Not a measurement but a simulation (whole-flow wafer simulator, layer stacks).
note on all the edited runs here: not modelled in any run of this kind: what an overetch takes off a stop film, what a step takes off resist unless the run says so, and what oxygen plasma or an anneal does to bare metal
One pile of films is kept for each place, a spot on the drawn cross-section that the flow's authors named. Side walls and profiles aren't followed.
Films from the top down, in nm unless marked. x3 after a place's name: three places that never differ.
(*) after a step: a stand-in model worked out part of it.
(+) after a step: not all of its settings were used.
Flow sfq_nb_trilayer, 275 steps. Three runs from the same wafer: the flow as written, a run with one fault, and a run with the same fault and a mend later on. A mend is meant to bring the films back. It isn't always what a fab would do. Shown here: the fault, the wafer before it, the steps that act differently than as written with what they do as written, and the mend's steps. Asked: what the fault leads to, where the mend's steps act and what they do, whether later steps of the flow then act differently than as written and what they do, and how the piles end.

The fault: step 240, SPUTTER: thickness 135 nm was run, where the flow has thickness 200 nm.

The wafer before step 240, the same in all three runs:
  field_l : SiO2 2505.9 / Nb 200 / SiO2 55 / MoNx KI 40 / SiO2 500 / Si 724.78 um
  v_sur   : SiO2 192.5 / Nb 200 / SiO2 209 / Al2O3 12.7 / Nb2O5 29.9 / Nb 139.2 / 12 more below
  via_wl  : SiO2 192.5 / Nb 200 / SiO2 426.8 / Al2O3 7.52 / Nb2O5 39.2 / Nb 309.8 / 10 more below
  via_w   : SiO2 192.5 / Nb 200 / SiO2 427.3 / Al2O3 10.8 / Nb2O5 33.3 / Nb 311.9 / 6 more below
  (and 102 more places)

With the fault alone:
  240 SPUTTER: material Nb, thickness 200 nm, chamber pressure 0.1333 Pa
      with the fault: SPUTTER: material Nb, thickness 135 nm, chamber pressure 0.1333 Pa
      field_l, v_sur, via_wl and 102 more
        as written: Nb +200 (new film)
        with the fault: Nb +135 (new film)
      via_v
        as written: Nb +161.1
        with the fault: Nb +108.6
  Later steps of the flow that act differently than as written (3 more steps differ only slightly, by at most 2% or 0.5 nm, whichever is larger, and aren't shown):
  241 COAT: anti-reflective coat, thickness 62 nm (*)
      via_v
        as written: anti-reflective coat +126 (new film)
        with the fault: anti-reflective coat +122.3 (new film)
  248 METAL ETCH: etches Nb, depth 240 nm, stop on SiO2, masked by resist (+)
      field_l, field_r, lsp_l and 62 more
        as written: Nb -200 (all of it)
        with the fault: Nb -135 (all of it)
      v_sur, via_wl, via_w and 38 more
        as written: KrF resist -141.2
        with the fault: KrF resist -119.1
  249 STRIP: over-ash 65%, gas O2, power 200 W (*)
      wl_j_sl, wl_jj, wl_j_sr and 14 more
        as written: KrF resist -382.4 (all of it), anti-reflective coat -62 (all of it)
        with the fault: KrF resist -404.4 (all of it), anti-reflective coat -62 (all of it)
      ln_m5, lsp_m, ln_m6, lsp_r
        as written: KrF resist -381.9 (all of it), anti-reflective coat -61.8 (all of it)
        with the fault: KrF resist -404 (all of it), anti-reflective coat -61.8 (all of it)
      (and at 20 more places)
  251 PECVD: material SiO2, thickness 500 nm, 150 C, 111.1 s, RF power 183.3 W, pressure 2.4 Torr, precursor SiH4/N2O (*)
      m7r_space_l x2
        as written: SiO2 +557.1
        with the fault: SiO2 +500
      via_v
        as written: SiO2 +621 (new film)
        with the fault: SiO2 +601.5 (new film)
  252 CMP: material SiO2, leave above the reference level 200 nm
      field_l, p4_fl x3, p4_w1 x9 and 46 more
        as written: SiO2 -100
        with the fault: SiO2 -165
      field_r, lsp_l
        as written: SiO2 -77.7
        with the fault: SiO2 -149.9
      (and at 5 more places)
  At the end the piles differ from the flow's by more than 2% or 0.5 nm, whichever is larger, at field_l, v_sur, via_wl and 103 more.
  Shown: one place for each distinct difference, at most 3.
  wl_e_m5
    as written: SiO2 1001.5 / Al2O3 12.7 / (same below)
    with the fault: SiO2 936.5 / Al2O3 12.7 / (same below)
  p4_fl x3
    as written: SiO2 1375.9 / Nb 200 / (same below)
    with the fault: SiO2 1310.9 / Nb 200 / (same below)
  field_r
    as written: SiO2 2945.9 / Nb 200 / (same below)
    with the fault: SiO2 2880.9 / Nb 200 / (same below)

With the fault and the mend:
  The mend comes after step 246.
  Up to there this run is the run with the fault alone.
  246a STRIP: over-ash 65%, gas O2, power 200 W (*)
      p4_fl x3, p4_w1 x9, p4_g1 x2 and 46 more
        anti-reflective coat -62 (all of it)
      wl_j_sl, wl_jj, wl_j_sr and 14 more
        KrF resist -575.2 (all of it), anti-reflective coat -62 (all of it)
      field_r, lsp_l, l0_sur, l0v
        anti-reflective coat -61.8 (all of it)
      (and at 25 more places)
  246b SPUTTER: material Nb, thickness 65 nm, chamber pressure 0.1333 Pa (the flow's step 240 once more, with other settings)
      field_l, v_sur, via_wl and 102 more
        Nb +65
      via_v
        Nb +48.9
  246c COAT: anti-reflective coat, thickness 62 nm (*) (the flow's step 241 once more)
      p4_fl x3, p4_w1 x9, p4_g1 x2 and 63 more
        anti-reflective coat +62 (new film)
      field_r, lsp_l, ln_m5, lsp_m, ln_m6, lsp_r, l0_sur, l0v
        anti-reflective coat +61.8 (new film)
      be_r, r_sur, res, r_end, moat
        anti-reflective coat +61.7 (new film)
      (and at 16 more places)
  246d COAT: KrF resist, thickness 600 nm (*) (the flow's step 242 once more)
      p4_fl x3, p4_w1 x9, p4_g1 x2 and 63 more
        KrF resist +600 (new film)
      field_r, lsp_l, ln_m5, lsp_m, ln_m6, l0v
        KrF resist +599.5 (new film)
      r_end, moat
        KrF resist +599.4 (new film)
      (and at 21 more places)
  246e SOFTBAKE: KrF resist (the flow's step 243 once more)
      changes no film at any place that is followed
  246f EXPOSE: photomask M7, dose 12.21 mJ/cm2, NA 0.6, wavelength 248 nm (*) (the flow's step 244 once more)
      changes no film at any place that is followed
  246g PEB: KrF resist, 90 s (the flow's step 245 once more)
      field_l, v_sur, via_wl and 97 more
        KrF resist -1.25
      via_w, via_wr, wire, be
        KrF resist -1.24
      via_sp
        KrF resist -1.23
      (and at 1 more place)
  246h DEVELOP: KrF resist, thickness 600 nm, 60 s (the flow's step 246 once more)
      p4_fl x3, p4_w1 x9, p4_g1 x2 and 46 more
        KrF resist -598.7 (all of it)
      v_sur, via_wl, via_w and 38 more
        KrF resist -23.5
      field_r, lsp_l
        KrF resist -598.2 (all of it)
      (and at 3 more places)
  No later step of the flow acts differently than as written, at any place that is followed, by more than 2% or 0.5 nm, whichever is larger.
  At the end the piles differ from the flow's only slightly at the places that both follow, by at most 2% or 0.5 nm, whichever is larger.
